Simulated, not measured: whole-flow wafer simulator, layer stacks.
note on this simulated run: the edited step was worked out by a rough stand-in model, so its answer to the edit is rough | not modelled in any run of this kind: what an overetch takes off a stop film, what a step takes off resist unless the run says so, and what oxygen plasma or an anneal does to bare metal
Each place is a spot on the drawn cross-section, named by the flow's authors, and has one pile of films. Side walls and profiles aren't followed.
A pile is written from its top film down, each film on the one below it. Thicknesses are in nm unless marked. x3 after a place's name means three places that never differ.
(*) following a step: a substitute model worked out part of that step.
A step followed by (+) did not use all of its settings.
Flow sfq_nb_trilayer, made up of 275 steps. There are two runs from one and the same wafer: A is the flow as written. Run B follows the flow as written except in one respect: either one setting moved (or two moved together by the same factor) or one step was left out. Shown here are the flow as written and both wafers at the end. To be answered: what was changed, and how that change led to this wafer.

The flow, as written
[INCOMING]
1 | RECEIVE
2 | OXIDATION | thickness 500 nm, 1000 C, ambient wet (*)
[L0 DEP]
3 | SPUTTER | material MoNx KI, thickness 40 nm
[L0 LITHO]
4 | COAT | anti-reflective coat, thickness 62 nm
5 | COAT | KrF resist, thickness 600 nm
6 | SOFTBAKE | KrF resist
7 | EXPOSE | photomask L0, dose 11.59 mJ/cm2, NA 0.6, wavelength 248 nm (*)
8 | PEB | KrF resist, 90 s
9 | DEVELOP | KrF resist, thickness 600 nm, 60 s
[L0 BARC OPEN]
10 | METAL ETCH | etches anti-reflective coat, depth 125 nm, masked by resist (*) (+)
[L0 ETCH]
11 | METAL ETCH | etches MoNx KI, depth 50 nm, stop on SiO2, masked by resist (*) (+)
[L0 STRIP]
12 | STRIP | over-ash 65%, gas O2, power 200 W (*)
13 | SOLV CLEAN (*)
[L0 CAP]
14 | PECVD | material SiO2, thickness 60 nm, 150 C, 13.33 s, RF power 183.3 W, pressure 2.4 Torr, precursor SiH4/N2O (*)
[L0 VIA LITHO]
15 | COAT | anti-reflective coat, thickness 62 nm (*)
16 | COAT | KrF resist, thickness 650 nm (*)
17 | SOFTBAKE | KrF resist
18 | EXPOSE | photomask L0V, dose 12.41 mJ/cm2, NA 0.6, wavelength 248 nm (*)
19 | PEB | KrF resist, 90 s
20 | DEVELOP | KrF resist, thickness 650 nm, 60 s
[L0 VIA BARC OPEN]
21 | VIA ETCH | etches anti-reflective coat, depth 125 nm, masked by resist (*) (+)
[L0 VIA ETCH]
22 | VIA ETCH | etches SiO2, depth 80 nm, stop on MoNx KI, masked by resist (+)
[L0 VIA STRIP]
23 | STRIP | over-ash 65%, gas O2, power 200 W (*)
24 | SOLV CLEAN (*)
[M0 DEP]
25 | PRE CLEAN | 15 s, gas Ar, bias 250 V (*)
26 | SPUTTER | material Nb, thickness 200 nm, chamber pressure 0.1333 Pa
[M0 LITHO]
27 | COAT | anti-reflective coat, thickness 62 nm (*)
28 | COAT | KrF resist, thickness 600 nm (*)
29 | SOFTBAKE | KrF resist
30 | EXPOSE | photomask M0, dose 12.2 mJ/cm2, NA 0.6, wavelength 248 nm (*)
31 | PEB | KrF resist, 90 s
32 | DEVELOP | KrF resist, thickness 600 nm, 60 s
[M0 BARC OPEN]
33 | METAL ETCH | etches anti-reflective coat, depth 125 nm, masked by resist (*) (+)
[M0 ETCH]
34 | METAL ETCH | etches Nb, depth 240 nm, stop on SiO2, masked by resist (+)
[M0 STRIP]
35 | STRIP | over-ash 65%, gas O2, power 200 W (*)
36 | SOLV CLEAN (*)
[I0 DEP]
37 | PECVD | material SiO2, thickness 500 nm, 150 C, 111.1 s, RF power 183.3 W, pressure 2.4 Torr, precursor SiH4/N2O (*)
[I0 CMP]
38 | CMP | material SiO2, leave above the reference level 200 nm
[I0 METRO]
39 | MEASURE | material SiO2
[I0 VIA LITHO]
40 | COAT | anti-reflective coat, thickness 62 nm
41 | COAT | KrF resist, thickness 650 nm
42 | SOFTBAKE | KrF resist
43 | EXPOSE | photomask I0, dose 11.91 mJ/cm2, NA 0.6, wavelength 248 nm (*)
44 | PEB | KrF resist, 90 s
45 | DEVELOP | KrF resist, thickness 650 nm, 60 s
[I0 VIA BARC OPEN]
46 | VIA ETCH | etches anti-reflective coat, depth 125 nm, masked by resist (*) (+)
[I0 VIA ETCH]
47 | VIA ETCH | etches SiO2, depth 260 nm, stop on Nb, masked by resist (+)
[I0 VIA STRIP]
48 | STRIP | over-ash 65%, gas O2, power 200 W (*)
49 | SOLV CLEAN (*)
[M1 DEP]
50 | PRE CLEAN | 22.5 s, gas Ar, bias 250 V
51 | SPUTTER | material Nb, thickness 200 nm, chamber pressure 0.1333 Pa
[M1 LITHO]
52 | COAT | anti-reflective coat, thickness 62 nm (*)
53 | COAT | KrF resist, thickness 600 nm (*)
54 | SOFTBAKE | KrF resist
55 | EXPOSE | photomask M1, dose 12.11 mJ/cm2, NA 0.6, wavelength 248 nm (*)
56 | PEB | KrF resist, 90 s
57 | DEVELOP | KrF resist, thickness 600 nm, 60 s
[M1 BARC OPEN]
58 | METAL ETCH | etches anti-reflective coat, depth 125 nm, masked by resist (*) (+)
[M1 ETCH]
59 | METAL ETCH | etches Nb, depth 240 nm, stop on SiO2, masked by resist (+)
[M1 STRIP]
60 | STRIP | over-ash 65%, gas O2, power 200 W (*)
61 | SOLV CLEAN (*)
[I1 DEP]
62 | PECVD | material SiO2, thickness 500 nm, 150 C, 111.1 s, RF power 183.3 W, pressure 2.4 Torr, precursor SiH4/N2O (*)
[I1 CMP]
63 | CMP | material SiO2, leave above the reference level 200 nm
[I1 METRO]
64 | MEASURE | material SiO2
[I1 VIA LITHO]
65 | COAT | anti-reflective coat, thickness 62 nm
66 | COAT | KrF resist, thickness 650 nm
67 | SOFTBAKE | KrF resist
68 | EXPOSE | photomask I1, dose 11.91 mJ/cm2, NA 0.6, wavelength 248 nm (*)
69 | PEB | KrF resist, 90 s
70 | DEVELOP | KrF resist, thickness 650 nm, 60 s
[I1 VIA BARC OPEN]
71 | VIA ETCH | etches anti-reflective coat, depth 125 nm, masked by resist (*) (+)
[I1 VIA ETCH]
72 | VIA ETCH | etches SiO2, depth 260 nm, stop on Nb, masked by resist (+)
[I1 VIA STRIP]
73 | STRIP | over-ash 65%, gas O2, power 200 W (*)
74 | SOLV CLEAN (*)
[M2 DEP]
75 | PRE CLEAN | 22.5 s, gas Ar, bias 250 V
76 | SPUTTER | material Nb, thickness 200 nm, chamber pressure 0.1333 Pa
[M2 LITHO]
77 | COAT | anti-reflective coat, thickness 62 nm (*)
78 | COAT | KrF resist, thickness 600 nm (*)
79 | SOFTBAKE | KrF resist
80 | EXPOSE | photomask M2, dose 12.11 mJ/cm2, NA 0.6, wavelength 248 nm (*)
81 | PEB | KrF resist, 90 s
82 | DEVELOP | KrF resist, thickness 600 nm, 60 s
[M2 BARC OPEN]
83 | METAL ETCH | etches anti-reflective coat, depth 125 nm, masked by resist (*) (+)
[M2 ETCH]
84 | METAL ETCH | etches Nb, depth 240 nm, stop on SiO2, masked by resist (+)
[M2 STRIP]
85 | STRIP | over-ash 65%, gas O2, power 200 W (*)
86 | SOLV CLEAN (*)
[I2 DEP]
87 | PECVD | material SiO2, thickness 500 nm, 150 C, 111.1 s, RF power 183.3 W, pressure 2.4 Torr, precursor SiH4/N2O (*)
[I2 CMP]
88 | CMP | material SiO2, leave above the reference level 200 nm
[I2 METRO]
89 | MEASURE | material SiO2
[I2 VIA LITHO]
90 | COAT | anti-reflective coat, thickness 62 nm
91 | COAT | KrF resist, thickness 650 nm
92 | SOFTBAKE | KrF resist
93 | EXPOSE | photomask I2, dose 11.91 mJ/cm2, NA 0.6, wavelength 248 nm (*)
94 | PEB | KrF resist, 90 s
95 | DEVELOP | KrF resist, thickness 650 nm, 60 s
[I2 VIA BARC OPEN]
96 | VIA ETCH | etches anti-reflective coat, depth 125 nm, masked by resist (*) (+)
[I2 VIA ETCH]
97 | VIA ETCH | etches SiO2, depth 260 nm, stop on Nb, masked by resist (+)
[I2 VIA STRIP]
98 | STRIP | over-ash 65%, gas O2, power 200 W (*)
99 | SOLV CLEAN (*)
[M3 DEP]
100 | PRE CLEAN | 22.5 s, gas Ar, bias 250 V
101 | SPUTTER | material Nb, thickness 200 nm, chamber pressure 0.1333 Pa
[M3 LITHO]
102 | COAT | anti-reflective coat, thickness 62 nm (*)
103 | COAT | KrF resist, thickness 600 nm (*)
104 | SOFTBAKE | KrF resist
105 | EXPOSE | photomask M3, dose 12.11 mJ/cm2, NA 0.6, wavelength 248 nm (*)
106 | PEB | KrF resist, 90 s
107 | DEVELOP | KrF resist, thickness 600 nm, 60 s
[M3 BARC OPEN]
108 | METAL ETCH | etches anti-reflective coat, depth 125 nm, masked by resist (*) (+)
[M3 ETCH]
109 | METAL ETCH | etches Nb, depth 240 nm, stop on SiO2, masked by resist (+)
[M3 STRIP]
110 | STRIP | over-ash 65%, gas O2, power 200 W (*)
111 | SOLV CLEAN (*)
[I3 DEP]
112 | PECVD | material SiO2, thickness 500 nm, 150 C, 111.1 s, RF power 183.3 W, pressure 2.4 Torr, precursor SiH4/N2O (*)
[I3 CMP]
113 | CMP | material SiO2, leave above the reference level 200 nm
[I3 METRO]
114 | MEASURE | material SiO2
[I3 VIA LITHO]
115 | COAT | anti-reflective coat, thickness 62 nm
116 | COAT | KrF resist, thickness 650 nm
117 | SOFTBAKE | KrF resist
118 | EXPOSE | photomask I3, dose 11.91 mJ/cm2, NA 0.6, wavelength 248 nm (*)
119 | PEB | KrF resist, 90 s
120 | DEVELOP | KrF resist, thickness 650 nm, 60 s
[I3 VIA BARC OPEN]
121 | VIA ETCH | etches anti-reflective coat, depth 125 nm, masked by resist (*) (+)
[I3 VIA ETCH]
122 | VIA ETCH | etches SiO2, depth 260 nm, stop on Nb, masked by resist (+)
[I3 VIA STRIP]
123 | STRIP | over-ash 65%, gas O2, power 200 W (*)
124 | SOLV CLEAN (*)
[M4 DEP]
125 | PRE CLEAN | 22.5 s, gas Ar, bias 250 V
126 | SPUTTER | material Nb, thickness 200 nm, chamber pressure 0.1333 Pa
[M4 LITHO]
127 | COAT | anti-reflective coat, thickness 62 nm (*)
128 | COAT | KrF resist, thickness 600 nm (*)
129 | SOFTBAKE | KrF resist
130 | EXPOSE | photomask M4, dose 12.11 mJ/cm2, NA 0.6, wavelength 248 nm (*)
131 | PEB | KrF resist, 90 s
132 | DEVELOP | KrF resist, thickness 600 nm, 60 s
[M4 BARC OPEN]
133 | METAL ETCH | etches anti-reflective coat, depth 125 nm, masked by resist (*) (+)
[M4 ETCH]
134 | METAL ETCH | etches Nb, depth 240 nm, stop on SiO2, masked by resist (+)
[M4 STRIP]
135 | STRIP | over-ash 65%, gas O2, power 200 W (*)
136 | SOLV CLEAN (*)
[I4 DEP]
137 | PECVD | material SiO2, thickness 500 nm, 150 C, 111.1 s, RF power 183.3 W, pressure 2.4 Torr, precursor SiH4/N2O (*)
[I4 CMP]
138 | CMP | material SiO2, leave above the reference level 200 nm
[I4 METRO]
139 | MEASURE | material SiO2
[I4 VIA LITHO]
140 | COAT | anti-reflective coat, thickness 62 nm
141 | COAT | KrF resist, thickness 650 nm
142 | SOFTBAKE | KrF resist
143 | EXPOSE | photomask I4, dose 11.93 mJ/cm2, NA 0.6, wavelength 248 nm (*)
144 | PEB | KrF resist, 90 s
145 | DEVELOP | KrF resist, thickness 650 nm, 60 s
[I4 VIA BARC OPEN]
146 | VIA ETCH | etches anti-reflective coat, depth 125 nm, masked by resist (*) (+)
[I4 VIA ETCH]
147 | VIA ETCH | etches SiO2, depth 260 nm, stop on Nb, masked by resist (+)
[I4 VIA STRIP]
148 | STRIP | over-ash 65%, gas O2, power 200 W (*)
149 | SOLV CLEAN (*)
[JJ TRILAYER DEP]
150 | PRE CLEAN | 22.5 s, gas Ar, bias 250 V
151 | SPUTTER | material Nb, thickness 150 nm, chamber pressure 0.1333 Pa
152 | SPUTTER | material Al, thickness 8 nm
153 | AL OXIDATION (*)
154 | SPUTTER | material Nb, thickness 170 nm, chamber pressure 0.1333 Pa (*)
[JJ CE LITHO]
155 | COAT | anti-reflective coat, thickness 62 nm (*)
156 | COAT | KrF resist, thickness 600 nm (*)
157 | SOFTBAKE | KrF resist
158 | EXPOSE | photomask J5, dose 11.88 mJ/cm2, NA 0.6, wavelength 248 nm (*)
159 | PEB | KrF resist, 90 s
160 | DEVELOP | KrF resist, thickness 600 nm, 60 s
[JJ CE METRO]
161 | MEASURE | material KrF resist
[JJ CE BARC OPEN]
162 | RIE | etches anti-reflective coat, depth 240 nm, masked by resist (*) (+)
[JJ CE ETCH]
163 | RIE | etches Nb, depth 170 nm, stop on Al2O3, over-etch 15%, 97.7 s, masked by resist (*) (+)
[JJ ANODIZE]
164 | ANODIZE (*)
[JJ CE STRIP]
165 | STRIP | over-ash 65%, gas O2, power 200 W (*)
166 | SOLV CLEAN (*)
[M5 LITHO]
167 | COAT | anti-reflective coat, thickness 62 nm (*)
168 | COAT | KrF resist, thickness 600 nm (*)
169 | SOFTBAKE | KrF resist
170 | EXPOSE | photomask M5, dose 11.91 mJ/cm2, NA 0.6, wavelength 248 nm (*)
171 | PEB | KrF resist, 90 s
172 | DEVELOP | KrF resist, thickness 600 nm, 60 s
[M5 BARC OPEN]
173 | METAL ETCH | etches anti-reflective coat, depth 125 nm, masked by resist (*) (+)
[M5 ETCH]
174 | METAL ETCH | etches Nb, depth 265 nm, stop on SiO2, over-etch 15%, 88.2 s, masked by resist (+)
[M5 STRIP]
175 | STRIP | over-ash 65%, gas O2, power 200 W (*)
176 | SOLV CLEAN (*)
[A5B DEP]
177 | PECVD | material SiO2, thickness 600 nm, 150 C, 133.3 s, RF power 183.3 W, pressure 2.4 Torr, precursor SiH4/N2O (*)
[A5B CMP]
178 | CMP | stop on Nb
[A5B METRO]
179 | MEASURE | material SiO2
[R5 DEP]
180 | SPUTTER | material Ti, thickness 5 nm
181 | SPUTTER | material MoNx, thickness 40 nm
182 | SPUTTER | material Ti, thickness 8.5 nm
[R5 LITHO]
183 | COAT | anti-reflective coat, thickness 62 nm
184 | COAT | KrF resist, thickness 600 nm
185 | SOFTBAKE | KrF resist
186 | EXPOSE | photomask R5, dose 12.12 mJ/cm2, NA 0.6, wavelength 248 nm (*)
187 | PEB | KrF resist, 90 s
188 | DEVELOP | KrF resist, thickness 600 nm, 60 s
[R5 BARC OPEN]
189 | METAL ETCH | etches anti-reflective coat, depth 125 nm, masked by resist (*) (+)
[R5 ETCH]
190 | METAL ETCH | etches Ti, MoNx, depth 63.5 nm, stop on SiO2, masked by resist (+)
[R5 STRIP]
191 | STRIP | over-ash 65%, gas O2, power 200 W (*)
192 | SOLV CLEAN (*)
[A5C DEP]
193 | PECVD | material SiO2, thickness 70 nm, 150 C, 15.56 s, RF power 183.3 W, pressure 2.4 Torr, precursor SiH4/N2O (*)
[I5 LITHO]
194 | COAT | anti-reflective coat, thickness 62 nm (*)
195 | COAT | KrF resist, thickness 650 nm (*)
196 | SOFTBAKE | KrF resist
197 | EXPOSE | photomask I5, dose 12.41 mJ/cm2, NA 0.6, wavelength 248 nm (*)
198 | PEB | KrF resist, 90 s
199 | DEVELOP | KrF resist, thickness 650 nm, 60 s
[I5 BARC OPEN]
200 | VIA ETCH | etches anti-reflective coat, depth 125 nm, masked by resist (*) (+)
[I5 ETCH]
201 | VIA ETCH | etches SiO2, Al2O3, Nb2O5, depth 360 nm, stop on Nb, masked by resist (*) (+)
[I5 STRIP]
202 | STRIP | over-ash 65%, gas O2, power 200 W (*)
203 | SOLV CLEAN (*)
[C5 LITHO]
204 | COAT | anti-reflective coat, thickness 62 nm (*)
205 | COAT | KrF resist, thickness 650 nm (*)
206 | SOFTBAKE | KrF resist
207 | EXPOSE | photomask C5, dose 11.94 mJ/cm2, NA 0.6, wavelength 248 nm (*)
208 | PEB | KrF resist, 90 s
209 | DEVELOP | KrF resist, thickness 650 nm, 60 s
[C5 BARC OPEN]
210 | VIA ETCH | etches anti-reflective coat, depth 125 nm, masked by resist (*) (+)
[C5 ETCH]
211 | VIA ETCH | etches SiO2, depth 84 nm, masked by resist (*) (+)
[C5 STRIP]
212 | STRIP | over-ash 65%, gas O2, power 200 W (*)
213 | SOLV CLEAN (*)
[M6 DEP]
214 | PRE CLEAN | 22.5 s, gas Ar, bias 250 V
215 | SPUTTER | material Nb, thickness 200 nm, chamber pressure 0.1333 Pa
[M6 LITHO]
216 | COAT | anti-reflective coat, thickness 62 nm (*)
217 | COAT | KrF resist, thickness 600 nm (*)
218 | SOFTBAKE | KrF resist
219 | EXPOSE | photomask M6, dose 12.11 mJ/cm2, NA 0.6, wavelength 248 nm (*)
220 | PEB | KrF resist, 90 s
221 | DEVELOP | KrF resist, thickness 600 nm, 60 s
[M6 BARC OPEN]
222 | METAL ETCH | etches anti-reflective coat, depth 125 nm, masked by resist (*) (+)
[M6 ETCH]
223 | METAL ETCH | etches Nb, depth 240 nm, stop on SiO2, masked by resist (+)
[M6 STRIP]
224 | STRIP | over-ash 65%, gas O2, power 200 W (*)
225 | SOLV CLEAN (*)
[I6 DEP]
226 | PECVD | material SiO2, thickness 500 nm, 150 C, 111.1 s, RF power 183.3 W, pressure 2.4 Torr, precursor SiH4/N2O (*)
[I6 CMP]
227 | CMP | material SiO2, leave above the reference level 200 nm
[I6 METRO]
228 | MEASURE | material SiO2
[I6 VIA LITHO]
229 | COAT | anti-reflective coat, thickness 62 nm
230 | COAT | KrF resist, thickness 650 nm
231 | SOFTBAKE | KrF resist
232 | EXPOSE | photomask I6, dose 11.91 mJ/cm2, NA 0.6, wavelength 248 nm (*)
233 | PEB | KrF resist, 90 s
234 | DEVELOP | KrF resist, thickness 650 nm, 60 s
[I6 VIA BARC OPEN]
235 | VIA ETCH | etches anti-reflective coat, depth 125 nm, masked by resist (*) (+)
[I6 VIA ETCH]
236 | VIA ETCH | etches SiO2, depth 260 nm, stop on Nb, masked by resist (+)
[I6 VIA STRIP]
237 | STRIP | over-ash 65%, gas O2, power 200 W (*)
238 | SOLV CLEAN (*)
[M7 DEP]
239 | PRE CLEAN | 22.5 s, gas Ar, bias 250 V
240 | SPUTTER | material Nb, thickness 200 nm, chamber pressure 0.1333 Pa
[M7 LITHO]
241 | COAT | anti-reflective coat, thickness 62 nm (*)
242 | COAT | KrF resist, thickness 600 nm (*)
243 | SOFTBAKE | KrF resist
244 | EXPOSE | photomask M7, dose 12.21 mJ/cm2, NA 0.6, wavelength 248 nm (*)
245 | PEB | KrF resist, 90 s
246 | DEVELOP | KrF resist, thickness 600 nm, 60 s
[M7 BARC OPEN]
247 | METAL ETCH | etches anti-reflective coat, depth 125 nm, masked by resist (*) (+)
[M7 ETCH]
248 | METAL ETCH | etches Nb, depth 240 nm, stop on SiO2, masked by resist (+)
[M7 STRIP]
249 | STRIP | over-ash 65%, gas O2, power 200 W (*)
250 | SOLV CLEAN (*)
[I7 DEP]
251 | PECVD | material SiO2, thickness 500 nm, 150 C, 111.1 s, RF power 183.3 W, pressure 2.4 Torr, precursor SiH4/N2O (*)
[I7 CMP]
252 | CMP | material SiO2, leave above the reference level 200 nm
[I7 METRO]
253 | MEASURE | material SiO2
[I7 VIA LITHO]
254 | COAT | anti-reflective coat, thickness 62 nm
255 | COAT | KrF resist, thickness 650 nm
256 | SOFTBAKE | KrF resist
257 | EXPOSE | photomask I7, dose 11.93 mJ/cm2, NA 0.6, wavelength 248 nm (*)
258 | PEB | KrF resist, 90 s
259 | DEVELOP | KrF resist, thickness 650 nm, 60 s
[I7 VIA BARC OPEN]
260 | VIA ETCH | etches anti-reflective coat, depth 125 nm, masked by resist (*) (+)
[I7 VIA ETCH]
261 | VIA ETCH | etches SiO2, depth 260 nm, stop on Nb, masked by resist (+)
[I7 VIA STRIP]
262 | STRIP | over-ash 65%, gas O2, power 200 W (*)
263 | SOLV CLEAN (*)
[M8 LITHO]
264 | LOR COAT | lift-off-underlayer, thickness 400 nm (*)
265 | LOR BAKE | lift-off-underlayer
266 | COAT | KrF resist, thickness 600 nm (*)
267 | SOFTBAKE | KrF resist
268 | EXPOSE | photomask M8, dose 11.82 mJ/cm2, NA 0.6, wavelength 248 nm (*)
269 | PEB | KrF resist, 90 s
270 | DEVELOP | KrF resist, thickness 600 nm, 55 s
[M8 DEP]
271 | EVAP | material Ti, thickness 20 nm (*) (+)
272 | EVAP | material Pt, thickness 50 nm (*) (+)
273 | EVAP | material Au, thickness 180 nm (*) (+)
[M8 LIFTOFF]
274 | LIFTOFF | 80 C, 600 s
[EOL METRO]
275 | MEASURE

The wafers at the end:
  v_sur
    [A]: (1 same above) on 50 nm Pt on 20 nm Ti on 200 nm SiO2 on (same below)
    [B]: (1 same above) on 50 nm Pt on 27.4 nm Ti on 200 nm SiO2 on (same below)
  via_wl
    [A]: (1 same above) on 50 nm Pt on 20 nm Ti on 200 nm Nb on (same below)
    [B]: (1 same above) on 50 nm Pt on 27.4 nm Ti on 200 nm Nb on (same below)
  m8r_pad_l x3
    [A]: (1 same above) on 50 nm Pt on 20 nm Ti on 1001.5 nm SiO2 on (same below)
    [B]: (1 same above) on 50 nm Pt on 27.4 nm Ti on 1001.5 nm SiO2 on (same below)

What caused this: step 271, EVAP: thickness 27.4 nm was run, while the flow as written has thickness 20 nm.
The wafer lets one read it off: v_sur has Ti 27.4, and step 271 as written asks for 20 nm.

Step by step, how the change led to this:
  271 | EVAP | material Ti, thickness 20 nm (*) (+)
      field_l, v_sur, via_wl and 103 more: A Ti gains 20 (new film) | B Ti gains 27.4 (new film)
  274 | LIFTOFF | 80 C, 600 s
      p4_fl x3, p4_w1 x9, p4_g1 x2 and 60 more: A Au loses 180 (all of it), Pt loses 50 (all of it), Ti loses 20 (all of it), KrF resist loses 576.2 (all of it), lift-off-underlayer loses 400 (all of it) | B Au loses 180 (all of it), Pt loses 50 (all of it), Ti loses 27.4 (all of it), KrF resist loses 576.2 (all of it), lift-off-underlayer loses 400 (all of it)
      c5j, ce_r: A Au loses 180 (all of it), Pt loses 50 (all of it), Ti loses 20 (all of it), KrF resist loses 573.3 (all of it), lift-off-underlayer loses 399.3 (all of it) | B Au loses 180 (all of it), Pt loses 50 (all of it), Ti loses 27.4 (all of it), KrF resist loses 573.3 (all of it), lift-off-underlayer loses 399.3 (all of it)
      (and at 19 other places as well)
